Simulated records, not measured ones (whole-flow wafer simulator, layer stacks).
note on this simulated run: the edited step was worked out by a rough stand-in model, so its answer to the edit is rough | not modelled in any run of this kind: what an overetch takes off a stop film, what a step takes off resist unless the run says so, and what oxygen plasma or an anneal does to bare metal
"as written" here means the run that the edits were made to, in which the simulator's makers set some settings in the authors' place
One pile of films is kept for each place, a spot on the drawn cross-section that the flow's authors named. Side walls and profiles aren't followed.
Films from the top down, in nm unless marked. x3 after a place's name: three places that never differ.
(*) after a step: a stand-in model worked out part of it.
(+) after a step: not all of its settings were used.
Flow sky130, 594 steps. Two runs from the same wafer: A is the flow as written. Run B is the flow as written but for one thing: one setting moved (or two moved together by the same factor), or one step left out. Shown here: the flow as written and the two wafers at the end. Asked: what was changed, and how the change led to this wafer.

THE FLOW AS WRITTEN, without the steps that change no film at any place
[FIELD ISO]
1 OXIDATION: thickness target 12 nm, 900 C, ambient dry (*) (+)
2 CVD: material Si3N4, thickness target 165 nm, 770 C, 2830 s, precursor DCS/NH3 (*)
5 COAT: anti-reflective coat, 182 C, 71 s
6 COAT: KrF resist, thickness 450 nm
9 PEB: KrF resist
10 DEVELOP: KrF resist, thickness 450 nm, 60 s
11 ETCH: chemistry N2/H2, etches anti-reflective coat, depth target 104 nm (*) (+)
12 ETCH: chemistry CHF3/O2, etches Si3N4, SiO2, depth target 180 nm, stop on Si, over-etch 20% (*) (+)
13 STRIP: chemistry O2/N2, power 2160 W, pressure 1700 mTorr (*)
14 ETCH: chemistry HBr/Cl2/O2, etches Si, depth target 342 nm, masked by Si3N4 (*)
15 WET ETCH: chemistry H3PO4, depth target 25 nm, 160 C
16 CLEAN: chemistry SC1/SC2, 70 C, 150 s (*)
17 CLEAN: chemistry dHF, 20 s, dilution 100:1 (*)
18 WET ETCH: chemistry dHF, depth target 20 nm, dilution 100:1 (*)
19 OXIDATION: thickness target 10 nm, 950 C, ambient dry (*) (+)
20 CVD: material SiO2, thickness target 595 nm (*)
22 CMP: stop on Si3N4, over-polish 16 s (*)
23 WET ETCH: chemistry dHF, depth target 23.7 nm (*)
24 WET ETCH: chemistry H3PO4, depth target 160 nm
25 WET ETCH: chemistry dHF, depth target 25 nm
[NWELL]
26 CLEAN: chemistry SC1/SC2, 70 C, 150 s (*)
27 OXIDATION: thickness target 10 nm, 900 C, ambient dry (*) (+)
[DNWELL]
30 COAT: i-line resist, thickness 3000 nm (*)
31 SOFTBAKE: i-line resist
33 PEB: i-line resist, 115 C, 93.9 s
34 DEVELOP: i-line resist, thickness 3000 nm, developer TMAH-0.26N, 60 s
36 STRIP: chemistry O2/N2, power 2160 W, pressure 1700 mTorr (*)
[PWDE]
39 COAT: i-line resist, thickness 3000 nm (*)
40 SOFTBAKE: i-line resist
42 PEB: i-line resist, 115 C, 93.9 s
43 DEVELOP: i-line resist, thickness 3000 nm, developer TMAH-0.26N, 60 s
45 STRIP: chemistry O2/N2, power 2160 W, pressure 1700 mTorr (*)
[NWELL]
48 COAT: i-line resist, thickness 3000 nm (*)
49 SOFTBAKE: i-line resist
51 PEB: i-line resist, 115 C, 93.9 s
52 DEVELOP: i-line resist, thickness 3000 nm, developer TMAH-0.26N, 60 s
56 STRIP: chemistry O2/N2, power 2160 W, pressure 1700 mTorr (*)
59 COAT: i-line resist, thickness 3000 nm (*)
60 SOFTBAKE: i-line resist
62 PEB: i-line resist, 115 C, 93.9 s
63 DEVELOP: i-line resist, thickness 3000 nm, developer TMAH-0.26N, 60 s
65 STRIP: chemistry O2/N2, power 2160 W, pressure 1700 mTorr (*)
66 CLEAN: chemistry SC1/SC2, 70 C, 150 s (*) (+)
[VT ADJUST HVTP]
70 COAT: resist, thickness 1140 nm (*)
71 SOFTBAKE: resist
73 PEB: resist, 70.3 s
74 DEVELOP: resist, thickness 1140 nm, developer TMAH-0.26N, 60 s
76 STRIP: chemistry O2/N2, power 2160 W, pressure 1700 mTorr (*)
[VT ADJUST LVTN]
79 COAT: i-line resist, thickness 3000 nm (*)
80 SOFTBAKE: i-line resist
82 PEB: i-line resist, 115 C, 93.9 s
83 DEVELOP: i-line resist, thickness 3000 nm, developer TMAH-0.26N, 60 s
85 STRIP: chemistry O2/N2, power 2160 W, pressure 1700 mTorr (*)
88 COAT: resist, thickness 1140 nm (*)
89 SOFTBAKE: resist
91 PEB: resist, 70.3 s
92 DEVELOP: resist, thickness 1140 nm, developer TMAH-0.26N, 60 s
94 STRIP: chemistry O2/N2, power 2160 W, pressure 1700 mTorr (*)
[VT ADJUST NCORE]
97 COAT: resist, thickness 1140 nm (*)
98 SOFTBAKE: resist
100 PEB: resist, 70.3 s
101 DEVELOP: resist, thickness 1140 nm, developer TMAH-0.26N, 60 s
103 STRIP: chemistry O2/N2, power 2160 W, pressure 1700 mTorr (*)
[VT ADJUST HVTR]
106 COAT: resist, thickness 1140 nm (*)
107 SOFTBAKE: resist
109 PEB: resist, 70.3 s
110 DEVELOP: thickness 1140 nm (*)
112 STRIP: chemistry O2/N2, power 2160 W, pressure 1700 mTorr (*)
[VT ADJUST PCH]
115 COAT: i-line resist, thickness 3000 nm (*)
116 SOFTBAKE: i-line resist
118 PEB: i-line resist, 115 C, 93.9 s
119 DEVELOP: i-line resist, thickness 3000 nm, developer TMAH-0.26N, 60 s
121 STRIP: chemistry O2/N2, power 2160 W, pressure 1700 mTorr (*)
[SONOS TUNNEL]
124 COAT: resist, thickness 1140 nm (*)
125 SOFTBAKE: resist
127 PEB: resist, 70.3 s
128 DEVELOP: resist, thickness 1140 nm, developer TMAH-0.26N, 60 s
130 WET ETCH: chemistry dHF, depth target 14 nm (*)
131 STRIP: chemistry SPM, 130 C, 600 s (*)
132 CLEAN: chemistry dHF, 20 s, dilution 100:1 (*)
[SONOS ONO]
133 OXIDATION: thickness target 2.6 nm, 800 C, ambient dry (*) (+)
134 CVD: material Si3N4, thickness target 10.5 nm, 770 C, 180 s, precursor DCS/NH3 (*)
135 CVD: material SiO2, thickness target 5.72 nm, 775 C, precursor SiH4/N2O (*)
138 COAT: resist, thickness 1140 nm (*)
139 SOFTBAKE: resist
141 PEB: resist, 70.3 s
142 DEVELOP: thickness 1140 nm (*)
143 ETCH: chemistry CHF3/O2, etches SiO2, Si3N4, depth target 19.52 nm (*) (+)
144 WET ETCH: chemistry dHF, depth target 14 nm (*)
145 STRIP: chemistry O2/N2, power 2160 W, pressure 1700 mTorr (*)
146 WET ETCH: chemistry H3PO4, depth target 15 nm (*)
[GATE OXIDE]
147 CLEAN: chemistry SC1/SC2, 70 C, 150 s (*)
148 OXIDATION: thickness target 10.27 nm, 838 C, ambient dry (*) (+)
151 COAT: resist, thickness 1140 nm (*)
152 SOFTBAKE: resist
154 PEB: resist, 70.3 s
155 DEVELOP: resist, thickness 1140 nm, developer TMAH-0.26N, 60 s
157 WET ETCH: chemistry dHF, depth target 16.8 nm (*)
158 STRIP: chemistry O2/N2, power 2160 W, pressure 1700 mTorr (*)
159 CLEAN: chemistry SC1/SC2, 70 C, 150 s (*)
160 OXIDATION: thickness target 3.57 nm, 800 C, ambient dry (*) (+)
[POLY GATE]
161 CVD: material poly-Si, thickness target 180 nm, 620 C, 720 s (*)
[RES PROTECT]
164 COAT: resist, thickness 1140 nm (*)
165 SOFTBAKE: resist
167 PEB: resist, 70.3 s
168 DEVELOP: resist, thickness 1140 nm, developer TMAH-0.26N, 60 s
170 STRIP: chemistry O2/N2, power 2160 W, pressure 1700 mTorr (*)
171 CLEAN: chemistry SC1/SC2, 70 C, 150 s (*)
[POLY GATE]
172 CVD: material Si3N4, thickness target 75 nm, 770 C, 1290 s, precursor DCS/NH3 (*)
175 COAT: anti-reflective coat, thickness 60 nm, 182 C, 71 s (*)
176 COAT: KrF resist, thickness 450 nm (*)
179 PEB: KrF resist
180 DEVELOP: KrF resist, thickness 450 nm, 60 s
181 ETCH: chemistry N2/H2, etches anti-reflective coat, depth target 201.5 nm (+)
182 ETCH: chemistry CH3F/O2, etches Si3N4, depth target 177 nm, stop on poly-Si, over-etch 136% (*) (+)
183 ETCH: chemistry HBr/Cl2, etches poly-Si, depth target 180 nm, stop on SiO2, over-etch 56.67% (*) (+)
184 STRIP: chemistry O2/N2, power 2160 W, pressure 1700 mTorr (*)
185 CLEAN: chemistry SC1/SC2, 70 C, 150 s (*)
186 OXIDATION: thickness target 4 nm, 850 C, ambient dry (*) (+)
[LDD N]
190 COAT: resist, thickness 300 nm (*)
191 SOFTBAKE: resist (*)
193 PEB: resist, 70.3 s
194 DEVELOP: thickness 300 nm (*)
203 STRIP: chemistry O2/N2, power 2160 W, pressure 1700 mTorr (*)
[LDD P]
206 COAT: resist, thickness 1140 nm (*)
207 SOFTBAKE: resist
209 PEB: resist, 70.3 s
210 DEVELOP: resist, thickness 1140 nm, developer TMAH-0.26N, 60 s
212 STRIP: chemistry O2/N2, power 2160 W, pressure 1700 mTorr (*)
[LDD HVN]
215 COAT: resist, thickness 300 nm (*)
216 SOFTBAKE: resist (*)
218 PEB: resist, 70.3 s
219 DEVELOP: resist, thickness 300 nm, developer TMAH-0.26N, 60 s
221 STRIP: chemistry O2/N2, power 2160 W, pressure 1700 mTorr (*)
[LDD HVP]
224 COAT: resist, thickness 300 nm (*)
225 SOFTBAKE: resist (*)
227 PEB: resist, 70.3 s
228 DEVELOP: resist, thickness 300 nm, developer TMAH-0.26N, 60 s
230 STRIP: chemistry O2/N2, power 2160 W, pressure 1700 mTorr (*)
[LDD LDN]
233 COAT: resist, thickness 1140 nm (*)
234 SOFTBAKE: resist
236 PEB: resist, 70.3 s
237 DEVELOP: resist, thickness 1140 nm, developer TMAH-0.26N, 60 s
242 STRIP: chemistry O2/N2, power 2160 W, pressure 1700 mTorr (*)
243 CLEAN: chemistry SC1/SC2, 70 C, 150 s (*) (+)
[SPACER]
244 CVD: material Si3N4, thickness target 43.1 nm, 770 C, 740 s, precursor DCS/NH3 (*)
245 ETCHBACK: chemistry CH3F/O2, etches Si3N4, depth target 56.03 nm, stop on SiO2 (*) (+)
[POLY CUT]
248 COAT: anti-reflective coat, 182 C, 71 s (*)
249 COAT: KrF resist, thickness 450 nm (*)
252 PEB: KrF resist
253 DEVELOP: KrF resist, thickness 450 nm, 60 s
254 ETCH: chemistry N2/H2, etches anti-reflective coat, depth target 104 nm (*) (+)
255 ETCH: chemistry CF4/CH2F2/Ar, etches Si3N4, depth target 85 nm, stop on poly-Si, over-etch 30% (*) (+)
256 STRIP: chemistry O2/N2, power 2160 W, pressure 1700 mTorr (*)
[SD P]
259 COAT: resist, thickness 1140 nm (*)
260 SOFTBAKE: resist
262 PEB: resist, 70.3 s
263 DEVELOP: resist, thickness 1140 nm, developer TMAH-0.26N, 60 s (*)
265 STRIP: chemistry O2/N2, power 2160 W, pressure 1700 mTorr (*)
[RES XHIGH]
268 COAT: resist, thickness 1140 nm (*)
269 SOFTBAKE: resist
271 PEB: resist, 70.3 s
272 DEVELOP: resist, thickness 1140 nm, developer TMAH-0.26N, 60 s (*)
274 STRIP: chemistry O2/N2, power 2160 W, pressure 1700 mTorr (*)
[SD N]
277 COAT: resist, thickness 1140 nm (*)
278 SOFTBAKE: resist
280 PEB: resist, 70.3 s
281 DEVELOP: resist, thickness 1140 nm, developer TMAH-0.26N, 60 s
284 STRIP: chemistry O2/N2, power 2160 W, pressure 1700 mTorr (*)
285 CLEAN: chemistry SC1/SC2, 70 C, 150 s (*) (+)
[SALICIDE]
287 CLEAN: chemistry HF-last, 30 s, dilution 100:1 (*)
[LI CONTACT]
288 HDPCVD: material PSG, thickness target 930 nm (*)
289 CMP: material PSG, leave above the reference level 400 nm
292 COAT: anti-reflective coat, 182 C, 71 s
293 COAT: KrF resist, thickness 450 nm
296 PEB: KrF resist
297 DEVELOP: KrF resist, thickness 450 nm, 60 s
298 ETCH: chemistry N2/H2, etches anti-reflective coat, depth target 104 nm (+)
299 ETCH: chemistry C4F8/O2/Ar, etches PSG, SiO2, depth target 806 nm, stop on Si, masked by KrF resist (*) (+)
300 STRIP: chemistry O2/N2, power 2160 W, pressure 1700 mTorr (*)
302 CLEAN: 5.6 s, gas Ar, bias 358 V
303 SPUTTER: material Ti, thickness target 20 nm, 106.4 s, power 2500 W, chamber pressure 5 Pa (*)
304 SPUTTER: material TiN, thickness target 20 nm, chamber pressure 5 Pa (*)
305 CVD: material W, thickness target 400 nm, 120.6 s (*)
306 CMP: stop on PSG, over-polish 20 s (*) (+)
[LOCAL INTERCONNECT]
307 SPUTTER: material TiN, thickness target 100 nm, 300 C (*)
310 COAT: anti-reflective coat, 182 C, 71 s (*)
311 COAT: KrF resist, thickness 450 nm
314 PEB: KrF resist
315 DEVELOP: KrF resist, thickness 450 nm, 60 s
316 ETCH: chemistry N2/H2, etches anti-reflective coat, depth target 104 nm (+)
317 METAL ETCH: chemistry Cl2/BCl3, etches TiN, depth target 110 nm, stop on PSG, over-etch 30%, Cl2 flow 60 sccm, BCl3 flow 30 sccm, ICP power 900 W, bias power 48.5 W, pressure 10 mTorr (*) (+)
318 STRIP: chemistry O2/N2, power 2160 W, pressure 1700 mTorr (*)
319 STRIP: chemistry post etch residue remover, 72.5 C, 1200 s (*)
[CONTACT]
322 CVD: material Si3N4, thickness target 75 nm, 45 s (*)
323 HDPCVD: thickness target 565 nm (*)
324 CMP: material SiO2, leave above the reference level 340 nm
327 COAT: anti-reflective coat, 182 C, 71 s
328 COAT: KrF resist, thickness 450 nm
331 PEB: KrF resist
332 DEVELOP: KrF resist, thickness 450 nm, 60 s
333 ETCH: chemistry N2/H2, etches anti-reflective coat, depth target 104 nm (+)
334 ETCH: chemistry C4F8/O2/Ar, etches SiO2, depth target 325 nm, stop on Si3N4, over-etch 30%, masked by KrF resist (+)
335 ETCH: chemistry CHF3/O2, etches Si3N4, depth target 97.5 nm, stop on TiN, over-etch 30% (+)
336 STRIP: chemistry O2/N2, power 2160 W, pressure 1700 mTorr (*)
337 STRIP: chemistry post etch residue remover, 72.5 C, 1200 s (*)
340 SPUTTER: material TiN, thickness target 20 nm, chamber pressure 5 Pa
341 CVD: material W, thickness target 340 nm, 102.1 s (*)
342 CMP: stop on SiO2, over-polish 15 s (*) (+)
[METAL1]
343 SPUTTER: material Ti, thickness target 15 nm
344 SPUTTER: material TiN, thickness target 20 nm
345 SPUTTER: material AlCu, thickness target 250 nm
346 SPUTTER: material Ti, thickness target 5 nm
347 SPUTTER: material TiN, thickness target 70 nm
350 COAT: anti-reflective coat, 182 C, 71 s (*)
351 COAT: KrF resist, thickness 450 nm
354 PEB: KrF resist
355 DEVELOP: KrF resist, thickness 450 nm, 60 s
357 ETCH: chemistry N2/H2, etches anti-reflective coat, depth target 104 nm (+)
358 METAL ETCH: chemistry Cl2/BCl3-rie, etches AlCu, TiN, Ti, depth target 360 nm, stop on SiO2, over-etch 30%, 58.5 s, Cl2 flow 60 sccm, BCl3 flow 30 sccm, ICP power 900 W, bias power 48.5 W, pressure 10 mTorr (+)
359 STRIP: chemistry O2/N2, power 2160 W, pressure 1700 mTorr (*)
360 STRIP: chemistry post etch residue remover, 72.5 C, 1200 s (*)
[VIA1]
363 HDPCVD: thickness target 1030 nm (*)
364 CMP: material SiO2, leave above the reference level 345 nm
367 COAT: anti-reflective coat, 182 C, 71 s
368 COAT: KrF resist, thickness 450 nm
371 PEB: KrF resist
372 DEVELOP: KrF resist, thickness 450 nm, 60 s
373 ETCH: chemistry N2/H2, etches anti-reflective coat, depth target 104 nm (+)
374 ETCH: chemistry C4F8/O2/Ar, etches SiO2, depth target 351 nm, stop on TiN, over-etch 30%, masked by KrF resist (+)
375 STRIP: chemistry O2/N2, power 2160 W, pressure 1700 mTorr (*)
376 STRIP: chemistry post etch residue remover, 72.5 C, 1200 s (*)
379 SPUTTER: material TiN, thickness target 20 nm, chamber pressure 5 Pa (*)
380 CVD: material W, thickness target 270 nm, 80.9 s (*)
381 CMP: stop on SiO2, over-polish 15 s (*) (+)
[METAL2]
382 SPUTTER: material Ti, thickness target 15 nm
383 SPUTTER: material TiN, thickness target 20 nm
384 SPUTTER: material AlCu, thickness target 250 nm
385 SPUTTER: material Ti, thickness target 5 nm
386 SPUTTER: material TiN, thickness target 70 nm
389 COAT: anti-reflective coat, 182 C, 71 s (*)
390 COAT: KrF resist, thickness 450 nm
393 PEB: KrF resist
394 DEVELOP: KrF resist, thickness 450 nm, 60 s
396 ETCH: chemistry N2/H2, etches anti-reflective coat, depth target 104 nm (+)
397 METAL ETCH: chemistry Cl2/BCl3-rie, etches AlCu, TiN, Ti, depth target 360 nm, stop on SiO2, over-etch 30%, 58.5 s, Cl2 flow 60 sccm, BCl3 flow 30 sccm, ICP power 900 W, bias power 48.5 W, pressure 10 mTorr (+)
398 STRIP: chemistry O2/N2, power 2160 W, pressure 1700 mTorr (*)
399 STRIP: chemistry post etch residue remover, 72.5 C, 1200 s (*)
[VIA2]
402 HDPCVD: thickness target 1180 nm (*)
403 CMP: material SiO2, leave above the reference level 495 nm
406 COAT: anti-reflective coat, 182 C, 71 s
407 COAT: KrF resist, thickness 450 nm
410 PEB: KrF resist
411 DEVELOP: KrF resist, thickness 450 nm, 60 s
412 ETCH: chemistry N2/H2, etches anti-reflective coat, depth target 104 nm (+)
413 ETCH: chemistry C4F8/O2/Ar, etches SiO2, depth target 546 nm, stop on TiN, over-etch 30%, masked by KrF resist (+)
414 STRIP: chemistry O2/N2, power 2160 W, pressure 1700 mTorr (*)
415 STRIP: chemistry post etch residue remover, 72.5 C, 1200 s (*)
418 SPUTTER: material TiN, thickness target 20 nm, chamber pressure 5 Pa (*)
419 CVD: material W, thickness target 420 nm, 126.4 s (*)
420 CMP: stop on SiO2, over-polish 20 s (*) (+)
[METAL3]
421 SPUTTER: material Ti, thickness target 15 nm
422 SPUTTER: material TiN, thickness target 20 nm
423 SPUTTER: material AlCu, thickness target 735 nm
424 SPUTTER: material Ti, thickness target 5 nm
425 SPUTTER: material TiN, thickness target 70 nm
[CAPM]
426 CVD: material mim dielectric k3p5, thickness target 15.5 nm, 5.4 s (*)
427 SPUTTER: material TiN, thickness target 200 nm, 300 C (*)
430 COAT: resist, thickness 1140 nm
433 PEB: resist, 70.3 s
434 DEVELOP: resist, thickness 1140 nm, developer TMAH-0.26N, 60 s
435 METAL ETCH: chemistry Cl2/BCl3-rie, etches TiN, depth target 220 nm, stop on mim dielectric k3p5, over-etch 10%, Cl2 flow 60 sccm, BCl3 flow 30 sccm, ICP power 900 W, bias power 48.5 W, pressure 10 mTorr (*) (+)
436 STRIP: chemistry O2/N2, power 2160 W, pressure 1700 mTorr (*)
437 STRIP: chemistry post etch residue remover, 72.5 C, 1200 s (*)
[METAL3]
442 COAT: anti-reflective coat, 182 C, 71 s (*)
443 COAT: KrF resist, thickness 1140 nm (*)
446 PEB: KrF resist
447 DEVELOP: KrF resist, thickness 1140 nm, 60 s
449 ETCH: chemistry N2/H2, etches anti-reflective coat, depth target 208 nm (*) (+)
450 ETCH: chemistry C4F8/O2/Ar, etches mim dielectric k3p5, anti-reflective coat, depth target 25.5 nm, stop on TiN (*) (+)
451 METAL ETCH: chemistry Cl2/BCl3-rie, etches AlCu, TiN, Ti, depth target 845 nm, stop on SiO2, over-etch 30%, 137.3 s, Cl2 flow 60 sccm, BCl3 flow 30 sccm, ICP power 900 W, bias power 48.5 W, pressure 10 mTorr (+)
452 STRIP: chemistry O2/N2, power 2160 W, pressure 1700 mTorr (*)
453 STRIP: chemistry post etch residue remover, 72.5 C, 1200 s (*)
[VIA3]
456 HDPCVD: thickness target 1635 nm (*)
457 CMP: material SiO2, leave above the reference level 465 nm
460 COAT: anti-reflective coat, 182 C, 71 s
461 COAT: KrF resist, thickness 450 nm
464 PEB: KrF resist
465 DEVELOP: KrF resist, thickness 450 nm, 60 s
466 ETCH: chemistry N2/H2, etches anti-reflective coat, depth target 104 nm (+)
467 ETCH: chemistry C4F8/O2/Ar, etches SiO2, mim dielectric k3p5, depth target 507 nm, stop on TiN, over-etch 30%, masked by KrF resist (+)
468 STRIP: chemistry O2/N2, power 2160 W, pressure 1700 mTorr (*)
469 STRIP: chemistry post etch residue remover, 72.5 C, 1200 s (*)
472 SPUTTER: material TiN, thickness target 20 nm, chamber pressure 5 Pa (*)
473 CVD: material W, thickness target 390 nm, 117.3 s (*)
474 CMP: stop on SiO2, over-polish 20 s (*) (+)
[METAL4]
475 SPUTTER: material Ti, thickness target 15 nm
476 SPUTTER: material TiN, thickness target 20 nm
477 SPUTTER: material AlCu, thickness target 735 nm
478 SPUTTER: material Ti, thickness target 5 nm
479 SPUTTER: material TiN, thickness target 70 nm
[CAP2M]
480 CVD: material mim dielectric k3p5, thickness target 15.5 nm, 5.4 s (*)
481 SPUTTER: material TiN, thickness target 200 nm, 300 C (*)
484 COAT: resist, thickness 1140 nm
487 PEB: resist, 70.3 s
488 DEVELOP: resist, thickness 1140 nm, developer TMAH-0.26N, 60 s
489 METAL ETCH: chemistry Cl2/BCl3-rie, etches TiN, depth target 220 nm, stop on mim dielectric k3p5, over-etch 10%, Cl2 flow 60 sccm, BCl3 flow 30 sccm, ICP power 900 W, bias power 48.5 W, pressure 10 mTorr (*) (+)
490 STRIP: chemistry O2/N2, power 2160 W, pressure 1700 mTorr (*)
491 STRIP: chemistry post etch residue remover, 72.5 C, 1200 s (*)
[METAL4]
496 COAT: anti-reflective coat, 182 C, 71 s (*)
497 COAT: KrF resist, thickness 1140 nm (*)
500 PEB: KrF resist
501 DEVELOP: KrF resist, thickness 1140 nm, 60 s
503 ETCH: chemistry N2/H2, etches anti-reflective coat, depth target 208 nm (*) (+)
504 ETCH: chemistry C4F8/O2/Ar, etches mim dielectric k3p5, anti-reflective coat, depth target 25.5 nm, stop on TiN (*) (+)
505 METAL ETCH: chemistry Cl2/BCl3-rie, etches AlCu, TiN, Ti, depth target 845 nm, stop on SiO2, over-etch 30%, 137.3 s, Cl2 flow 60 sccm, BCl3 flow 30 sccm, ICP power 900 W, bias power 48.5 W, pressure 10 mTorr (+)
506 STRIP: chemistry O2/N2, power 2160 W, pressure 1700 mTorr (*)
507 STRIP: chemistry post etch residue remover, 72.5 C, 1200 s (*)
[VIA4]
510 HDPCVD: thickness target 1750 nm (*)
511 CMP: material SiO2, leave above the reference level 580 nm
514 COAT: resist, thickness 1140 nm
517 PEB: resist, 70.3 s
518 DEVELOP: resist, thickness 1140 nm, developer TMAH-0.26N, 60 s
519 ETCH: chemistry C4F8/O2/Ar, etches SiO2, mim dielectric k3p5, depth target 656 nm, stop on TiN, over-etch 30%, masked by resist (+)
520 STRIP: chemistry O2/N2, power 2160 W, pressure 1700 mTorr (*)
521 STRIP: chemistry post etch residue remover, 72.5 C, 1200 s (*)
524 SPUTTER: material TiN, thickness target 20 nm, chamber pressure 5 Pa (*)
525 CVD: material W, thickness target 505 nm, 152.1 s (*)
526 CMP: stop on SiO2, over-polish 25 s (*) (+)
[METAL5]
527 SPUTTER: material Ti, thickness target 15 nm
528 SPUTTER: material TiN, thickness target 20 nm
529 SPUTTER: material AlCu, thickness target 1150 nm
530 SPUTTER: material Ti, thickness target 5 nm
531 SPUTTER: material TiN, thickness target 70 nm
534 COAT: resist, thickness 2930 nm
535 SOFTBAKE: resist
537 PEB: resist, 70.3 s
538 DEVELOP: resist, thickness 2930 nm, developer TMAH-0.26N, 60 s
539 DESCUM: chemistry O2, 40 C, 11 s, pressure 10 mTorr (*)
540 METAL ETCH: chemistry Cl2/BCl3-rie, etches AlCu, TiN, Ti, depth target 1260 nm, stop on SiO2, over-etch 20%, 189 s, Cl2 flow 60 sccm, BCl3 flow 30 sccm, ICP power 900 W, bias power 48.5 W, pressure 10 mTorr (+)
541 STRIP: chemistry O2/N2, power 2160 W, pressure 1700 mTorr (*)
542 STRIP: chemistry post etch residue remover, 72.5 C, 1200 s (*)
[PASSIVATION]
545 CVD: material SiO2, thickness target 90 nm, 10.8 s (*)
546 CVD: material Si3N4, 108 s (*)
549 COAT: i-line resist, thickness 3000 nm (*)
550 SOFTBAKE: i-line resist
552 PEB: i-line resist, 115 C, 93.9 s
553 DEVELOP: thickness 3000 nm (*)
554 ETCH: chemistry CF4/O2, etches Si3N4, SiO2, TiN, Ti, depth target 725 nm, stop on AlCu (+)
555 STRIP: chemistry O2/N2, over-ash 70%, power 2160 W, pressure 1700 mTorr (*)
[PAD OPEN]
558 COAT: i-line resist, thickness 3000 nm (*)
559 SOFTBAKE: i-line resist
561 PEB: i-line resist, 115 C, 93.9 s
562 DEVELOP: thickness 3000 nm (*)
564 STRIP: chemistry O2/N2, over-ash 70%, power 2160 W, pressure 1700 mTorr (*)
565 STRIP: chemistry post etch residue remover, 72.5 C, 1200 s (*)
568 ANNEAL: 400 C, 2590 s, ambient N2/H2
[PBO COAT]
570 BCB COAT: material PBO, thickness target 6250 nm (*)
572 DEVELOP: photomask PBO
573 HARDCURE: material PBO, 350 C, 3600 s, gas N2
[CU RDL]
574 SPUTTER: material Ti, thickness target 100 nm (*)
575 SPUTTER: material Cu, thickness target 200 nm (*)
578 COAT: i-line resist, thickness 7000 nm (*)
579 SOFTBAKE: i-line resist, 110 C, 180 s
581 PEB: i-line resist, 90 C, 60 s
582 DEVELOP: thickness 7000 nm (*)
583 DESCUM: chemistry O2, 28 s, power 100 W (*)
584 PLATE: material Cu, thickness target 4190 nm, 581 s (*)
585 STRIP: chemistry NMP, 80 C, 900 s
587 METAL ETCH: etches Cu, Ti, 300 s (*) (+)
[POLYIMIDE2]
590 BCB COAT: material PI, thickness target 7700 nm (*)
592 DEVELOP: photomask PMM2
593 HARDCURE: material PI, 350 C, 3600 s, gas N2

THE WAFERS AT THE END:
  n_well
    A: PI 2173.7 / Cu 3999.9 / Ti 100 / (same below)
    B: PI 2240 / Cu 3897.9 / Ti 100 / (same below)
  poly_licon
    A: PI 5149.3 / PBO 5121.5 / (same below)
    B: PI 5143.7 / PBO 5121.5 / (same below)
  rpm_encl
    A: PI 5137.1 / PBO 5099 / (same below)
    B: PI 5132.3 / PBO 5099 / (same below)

The cause: step 575, SPUTTER: thickness target 98 nm was run, where the flow has thickness target 200 nm.

How the change led to this, step by step:
  575 SPUTTER: material Cu, thickness target 200 nm (*)
      field, active, n_well and 190 more: A Cu +200 (new film) | B Cu +98 (new film)
  587 METAL ETCH: etches Cu, Ti, 300 s (*) (+)
      field, active, gate and 167 more: A Cu -200 (all of it), Ti -100 (all of it) | B Cu -98 (all of it), Ti -100 (all of it)
  590 BCB COAT: material PI, thickness target 7700 nm (*)
      n_well, p_well, sd_n, sd_p: A PI +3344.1 (new film) | B PI +3446.1 (new film)
      mim: A PI +3670.5 (new film) | B PI +3767.9 (new film)
      (and at 14 more places)
  593 HARDCURE: material PI, 350 C, 3600 s, gas N2
      n_well, p_well, sd_n, sd_p: A PI -1170.4 | B PI -1206.1
